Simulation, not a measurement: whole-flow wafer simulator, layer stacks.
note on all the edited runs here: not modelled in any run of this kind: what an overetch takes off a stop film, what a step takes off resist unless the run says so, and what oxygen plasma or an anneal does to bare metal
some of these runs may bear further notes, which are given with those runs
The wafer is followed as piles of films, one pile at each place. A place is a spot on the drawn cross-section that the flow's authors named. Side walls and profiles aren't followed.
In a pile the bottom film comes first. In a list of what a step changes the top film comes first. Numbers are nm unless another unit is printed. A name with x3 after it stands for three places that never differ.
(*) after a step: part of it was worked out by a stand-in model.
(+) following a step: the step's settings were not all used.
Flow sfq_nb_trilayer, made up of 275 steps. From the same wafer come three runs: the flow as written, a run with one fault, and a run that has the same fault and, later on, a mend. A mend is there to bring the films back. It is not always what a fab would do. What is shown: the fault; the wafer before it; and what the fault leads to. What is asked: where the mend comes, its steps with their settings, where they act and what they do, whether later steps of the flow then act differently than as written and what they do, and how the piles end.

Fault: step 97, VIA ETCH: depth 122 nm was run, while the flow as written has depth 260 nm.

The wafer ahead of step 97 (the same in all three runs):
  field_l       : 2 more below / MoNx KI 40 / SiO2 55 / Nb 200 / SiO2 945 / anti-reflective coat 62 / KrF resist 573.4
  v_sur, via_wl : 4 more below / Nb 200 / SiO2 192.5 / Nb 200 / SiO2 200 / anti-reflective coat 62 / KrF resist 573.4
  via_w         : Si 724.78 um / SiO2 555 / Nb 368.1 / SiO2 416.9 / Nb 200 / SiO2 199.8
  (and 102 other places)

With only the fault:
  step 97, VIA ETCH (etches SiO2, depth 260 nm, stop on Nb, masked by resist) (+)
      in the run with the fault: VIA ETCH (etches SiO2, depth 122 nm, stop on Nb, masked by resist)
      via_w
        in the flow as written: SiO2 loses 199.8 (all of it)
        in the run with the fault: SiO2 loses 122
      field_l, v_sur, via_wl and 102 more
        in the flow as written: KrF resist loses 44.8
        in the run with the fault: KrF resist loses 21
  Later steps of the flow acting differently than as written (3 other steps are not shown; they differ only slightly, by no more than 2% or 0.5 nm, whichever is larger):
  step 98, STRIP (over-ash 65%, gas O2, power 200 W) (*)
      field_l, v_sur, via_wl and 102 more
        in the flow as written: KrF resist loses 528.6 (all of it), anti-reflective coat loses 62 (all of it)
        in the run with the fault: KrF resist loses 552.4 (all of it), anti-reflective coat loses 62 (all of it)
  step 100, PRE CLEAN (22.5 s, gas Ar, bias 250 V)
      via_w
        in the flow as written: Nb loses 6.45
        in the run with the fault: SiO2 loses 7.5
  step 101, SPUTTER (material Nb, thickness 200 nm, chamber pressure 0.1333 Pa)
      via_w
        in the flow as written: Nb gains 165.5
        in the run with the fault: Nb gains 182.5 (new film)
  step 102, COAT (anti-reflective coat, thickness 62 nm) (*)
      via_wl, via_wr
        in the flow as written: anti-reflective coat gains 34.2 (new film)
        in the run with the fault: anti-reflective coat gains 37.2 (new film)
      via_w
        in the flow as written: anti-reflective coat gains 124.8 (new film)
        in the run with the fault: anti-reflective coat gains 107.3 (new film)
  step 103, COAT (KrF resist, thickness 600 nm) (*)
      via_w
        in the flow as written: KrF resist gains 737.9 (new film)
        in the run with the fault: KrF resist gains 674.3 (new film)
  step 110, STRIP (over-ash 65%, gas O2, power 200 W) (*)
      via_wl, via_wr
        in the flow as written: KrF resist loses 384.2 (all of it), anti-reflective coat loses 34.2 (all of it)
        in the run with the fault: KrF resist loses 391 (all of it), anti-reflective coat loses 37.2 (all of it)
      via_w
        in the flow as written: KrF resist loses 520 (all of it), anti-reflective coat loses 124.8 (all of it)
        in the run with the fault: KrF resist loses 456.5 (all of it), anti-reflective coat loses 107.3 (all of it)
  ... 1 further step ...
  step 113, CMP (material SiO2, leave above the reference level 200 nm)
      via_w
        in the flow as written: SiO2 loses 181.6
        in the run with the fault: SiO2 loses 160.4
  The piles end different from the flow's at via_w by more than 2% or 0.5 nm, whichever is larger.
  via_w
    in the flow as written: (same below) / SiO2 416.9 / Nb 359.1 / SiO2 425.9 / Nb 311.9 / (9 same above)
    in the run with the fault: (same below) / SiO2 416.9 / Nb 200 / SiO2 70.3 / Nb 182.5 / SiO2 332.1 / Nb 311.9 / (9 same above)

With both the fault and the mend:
  The mend follows step 97.
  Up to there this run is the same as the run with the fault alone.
  step 97a, VIA ETCH (etches SiO2, depth 138 nm, stop on Nb, masked by resist) (+) (a further turn of the flow's step 97, with different settings)
      field_l, v_sur, via_wl and 102 more
        KrF resist loses 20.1
      via_w
        SiO2 loses 77.8 (all of it)
  Later steps of the flow that are run all act as written at every place that is followed, up to a difference of at most 2% or 0.5 nm, whichever is larger.
  By the end, the piles equal the flow's at every place that both follow.
